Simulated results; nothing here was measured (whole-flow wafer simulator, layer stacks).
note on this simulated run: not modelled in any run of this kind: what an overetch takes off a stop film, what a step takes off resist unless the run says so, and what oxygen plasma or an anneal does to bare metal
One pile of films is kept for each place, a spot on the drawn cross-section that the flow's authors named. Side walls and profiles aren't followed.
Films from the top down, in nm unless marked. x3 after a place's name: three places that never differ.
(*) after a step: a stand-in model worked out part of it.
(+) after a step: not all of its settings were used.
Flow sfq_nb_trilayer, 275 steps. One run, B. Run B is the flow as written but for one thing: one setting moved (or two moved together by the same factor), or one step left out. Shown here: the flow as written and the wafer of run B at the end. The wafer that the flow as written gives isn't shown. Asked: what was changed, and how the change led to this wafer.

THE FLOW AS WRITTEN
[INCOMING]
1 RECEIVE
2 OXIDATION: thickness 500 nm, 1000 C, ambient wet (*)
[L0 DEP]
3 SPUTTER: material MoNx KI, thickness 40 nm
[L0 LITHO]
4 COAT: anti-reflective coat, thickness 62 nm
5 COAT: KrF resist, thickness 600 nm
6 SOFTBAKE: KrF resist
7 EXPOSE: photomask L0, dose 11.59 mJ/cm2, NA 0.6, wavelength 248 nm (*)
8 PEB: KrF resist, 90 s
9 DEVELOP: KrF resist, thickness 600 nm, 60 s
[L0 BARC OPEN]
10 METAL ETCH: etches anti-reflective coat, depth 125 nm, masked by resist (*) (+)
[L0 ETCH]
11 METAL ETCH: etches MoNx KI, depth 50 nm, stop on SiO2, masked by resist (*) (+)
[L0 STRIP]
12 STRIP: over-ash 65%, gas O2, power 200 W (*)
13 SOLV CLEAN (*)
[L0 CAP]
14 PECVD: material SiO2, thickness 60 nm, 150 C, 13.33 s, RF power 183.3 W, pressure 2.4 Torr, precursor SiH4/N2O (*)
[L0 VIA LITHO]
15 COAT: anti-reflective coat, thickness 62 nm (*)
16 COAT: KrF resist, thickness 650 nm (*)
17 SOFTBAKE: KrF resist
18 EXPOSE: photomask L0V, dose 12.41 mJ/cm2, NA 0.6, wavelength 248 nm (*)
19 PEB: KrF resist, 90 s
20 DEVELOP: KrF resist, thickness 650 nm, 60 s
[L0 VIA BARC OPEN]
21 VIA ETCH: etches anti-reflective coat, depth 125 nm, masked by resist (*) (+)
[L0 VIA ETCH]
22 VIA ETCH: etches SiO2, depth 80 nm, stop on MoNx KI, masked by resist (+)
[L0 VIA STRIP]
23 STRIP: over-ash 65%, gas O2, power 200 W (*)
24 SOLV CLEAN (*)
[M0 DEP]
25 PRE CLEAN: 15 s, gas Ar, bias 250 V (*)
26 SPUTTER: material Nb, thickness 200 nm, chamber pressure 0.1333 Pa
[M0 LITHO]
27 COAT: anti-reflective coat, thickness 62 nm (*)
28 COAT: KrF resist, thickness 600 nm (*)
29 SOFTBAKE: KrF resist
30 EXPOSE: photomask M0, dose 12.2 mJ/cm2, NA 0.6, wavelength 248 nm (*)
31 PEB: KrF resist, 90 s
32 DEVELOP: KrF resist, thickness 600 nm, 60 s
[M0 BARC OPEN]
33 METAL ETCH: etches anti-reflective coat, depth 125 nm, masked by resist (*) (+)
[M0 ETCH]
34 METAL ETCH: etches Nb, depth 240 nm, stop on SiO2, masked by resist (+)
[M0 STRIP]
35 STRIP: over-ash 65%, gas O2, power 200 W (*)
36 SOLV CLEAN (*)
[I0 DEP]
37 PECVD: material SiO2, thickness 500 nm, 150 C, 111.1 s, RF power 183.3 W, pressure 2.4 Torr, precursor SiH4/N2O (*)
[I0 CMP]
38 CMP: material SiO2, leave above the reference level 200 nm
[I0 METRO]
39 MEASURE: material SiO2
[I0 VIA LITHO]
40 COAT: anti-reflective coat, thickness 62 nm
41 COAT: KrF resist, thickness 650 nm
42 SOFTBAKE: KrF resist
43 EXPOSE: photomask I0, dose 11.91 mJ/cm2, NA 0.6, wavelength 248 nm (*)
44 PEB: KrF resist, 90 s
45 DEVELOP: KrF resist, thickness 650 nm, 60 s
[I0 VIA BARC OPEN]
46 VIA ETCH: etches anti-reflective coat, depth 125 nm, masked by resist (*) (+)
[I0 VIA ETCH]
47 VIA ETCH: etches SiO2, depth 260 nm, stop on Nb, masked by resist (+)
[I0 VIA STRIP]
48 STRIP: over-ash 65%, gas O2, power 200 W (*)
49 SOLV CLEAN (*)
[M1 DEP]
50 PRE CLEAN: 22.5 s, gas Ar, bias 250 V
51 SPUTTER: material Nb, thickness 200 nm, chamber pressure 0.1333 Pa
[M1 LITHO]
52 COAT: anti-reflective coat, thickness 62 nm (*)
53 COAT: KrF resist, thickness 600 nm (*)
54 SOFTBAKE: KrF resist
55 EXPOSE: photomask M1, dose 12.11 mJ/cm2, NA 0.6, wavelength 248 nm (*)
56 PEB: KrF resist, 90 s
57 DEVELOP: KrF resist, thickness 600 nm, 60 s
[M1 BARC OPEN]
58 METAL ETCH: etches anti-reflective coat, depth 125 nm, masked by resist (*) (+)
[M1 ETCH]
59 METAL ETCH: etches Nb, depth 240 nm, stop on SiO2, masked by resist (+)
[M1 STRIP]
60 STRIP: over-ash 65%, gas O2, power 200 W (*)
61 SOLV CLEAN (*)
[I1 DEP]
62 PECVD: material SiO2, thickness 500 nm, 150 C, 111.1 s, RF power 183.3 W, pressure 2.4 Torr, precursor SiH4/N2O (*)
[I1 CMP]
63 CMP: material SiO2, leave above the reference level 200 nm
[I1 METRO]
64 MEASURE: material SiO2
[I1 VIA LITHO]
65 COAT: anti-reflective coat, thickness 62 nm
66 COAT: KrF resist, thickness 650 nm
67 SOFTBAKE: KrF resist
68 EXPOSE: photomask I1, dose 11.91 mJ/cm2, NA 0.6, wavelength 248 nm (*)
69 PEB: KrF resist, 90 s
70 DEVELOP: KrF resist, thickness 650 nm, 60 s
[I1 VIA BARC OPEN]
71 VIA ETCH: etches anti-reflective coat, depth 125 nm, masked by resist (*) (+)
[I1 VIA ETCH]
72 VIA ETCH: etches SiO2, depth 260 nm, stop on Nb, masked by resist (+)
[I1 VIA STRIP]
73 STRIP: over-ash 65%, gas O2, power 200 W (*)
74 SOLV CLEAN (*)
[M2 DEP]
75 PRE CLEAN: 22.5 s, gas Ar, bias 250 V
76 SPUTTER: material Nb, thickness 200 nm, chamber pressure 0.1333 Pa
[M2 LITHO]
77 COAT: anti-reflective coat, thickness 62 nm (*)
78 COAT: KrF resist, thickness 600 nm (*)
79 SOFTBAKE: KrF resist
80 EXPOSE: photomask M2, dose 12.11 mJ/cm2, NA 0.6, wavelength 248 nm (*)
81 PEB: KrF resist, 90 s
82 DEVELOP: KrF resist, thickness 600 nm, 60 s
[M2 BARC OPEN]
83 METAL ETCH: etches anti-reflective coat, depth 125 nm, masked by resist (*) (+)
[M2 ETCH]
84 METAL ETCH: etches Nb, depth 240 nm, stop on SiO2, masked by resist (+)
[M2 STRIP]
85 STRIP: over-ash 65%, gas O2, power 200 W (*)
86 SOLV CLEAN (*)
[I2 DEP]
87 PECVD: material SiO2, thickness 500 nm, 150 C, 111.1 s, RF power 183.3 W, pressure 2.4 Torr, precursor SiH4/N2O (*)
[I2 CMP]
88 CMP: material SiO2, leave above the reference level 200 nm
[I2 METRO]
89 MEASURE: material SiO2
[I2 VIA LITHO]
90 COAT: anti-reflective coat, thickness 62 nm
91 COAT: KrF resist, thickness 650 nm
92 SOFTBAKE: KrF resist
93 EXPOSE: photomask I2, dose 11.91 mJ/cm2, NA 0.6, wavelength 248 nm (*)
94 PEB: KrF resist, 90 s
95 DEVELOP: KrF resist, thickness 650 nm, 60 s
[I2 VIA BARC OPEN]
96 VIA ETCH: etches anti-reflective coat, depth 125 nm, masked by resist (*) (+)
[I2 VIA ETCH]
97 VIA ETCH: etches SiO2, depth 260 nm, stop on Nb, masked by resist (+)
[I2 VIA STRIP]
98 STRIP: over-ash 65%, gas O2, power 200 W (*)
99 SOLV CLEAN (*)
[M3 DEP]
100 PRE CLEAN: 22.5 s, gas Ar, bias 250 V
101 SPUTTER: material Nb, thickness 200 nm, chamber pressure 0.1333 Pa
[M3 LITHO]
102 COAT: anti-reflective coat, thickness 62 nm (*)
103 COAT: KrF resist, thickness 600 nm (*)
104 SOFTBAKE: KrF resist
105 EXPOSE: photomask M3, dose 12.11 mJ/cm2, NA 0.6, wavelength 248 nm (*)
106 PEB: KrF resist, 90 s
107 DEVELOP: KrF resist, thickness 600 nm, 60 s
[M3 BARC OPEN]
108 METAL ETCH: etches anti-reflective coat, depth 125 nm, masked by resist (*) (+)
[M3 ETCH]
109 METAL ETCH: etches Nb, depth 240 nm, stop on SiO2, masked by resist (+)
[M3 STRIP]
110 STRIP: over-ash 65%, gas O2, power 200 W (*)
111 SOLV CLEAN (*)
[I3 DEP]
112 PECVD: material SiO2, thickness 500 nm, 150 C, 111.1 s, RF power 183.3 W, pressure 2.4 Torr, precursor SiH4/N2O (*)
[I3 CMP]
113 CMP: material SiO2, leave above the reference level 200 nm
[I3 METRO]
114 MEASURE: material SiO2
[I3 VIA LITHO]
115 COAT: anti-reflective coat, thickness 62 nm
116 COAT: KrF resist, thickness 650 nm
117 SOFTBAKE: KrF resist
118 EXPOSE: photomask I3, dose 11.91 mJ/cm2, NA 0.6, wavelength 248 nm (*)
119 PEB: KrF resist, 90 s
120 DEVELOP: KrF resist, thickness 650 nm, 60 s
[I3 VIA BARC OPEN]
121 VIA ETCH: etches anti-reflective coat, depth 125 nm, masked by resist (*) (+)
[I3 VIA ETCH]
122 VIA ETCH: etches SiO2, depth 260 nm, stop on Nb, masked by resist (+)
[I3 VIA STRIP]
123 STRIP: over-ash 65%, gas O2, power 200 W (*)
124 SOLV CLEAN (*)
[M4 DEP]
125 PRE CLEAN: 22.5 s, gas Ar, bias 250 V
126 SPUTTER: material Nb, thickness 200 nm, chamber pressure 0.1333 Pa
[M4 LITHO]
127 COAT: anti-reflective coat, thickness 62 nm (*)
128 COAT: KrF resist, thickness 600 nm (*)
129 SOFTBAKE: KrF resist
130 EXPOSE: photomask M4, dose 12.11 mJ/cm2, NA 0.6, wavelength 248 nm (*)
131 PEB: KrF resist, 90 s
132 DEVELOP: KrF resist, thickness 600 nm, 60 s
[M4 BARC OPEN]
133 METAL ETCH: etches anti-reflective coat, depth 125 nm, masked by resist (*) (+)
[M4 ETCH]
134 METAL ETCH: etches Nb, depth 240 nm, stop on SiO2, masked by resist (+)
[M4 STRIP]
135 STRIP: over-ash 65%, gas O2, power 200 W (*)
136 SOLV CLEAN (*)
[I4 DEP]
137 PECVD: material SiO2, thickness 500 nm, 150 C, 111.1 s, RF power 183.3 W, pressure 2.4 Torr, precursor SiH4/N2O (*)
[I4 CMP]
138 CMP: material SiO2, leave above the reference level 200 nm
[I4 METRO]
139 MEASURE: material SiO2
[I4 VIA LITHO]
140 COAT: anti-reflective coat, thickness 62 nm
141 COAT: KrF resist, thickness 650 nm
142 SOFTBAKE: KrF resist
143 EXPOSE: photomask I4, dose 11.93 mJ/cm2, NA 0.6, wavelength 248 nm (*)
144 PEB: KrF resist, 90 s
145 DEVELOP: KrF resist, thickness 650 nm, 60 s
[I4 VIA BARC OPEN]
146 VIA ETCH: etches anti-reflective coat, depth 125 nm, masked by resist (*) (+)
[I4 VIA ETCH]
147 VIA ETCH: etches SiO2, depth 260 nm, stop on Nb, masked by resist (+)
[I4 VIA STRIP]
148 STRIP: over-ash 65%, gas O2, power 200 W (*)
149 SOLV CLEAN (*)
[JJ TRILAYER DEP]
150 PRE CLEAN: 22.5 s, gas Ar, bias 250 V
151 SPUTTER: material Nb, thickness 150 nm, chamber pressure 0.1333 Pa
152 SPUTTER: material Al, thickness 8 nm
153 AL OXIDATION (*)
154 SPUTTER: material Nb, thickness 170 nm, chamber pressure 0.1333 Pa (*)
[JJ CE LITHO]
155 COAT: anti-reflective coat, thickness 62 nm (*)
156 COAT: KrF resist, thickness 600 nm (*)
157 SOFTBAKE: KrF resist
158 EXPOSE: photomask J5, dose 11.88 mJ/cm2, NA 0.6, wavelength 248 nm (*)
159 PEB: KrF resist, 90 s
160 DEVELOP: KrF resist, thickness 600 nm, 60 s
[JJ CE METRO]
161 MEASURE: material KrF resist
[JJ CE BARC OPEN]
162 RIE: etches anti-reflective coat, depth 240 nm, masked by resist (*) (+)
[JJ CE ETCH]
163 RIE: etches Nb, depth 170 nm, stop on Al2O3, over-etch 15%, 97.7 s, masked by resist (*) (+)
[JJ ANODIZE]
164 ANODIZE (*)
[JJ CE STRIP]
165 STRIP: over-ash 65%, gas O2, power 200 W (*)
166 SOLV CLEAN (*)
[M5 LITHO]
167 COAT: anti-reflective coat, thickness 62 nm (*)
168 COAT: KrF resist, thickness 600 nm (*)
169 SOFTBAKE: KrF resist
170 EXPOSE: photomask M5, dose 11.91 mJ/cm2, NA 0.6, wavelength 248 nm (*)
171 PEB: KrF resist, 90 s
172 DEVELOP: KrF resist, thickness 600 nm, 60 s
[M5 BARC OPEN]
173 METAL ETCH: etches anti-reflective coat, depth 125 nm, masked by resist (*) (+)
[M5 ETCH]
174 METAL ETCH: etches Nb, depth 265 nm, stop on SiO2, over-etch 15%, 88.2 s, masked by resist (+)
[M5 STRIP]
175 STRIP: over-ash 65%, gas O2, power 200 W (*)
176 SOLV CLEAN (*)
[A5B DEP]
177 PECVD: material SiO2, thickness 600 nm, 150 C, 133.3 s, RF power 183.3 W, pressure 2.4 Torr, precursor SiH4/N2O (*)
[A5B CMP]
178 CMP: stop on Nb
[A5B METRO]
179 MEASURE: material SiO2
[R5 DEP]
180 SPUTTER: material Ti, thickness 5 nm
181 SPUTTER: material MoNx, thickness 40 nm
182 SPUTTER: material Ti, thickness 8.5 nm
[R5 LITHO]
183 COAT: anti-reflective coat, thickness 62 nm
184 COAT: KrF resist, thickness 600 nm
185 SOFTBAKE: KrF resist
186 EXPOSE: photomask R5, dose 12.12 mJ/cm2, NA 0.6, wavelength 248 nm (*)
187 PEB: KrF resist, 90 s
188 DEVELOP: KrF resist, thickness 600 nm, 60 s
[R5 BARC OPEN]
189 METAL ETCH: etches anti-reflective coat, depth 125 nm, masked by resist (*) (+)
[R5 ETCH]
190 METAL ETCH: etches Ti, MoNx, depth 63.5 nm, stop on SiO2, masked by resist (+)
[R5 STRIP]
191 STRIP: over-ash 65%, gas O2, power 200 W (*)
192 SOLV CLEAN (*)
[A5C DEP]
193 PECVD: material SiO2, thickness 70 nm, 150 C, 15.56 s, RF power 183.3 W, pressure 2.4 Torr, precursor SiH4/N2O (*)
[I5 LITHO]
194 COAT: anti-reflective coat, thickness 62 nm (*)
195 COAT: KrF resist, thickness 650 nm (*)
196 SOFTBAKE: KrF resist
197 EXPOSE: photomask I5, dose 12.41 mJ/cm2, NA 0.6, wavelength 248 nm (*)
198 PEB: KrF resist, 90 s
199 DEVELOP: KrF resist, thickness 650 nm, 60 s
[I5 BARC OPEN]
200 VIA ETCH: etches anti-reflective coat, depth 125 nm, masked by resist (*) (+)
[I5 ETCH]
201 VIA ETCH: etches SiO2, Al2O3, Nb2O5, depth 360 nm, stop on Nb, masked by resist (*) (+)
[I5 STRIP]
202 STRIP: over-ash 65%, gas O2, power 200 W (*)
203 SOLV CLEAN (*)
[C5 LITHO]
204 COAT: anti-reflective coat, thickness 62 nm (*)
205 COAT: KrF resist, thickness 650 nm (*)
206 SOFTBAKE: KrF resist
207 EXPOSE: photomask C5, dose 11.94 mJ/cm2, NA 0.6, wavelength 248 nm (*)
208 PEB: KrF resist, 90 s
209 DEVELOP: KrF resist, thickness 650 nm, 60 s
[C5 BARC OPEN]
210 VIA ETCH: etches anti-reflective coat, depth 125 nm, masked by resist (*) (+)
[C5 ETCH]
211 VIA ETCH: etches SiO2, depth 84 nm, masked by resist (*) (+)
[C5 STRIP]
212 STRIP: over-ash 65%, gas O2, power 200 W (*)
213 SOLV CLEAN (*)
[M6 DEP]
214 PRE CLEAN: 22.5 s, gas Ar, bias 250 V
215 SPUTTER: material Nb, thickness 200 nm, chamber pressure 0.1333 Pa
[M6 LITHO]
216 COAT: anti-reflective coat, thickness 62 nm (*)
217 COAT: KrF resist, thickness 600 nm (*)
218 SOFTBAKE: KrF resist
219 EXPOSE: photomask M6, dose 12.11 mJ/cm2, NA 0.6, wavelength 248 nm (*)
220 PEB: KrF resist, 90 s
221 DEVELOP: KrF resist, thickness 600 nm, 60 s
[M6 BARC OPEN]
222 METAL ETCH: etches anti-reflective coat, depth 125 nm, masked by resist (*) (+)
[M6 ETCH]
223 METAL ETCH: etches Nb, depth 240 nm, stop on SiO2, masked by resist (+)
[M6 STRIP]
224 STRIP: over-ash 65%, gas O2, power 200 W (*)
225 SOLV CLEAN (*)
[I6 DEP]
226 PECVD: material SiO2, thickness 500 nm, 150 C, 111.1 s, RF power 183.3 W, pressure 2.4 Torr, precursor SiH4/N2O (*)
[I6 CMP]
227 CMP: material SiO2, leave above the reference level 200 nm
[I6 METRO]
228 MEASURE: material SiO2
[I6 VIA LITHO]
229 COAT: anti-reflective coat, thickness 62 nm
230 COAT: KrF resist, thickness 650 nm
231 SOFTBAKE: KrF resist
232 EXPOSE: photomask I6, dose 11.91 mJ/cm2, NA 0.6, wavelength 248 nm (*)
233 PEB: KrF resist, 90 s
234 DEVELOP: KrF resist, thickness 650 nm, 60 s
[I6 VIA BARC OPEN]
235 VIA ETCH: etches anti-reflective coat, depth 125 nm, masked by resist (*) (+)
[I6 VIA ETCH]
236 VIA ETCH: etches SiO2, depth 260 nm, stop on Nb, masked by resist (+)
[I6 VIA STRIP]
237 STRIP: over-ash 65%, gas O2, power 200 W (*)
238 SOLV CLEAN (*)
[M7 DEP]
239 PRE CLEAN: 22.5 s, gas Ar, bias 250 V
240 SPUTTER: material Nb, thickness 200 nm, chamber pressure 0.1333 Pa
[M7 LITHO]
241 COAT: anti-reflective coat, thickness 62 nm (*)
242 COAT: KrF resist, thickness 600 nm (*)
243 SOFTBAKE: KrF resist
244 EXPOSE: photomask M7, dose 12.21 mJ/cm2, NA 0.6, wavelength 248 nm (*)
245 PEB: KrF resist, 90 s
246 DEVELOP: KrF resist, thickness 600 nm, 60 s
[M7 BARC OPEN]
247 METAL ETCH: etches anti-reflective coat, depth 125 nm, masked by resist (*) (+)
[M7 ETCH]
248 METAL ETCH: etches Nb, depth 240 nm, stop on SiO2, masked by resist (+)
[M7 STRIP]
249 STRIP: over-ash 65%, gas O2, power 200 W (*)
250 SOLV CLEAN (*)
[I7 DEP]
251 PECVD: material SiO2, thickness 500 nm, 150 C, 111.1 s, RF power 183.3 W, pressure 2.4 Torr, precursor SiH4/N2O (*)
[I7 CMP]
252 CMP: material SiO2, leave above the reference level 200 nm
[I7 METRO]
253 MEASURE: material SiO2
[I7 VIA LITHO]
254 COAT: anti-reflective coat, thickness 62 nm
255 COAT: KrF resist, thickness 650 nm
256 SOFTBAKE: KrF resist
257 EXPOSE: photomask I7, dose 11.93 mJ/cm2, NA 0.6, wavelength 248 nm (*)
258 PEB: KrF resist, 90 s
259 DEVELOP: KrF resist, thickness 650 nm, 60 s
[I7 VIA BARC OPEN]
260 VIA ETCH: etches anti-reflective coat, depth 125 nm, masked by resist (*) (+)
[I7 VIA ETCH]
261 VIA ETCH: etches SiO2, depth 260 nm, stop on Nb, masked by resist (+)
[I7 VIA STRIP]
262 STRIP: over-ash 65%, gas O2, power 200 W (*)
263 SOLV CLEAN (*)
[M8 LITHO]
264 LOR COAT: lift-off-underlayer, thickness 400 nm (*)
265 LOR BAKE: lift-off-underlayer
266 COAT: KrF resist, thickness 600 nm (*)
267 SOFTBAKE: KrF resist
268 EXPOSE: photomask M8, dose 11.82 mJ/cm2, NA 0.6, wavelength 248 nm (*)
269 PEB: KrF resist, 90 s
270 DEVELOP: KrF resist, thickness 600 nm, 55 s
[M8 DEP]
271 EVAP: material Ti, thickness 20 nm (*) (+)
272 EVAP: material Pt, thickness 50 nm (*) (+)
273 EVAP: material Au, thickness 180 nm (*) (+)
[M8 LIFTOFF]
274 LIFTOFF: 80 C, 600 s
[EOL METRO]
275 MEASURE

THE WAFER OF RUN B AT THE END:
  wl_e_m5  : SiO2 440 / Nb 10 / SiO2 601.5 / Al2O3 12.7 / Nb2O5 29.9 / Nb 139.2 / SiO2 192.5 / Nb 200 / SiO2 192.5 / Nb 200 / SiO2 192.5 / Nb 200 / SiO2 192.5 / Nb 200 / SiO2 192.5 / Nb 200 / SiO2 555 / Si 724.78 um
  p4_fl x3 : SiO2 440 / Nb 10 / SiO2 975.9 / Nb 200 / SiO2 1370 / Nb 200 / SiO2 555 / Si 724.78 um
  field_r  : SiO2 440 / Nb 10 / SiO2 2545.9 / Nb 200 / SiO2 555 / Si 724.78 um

The cause: step 240, SPUTTER: thickness 250 nm was run, where the flow has thickness 200 nm.

How the change led to this, step by step:
  240 SPUTTER: material Nb, thickness 200 nm, chamber pressure 0.1333 Pa
      field_l, v_sur, via_wl and 102 more: Nb +250 (new film) (as written it would be: Nb +200 (new film))
      via_v: Nb +201.6 (as written it would be: Nb +161.1)
  248 METAL ETCH: etches Nb, depth 240 nm, stop on SiO2, masked by resist (+)
      field_l, field_r, lsp_l and 62 more: Nb -240 (as written it would be: Nb -200 (all of it))
  251 PECVD: material SiO2, thickness 500 nm, 150 C, 111.1 s, RF power 183.3 W, pressure 2.4 Torr, precursor SiH4/N2O (*)
      field_l, p4_fl x3, p4_w1 x9 and 46 more: SiO2 +500 (new film) (as written it would be: SiO2 +500)
      field_r, lsp_l: SiO2 +473.2 (new film) (as written it would be: SiO2 +477.7)
      (and at 5 more places)
  252 CMP: material SiO2, leave above the reference level 200 nm
      field_l, p4_fl x3, p4_w1 x9 and 46 more: SiO2 -60 (as written it would be: SiO2 -100)
      field_r, lsp_l: SiO2 -33.2 (as written it would be: SiO2 -77.7)
      (and at 3 more places)
Counting metal films that touch as one body, wl_e_m5 has 7 bodies (between them, from the top down: SiO2 601.5 / Al2O3 12.7 / Nb2O5 29.9; SiO2 192.5; SiO2 192.5; SiO2 192.5; SiO2 192.5; SiO2 192.5); the flow as written gives 6 bodies (between them, from the top down: SiO2 192.5; SiO2 192.5; SiO2 192.5; SiO2 192.5; SiO2 192.5).
Counting metal films that touch as one body, p4_fl x3 has 3 bodies (between them, from the top down: SiO2 975.9; SiO2 1370); the flow as written gives 2 bodies (between them, from the top down: SiO2 1370).
Counting metal films that touch as one body, field_r has 2 bodies (between them, from the top down: SiO2 2545.9); the flow as written gives 1 body.
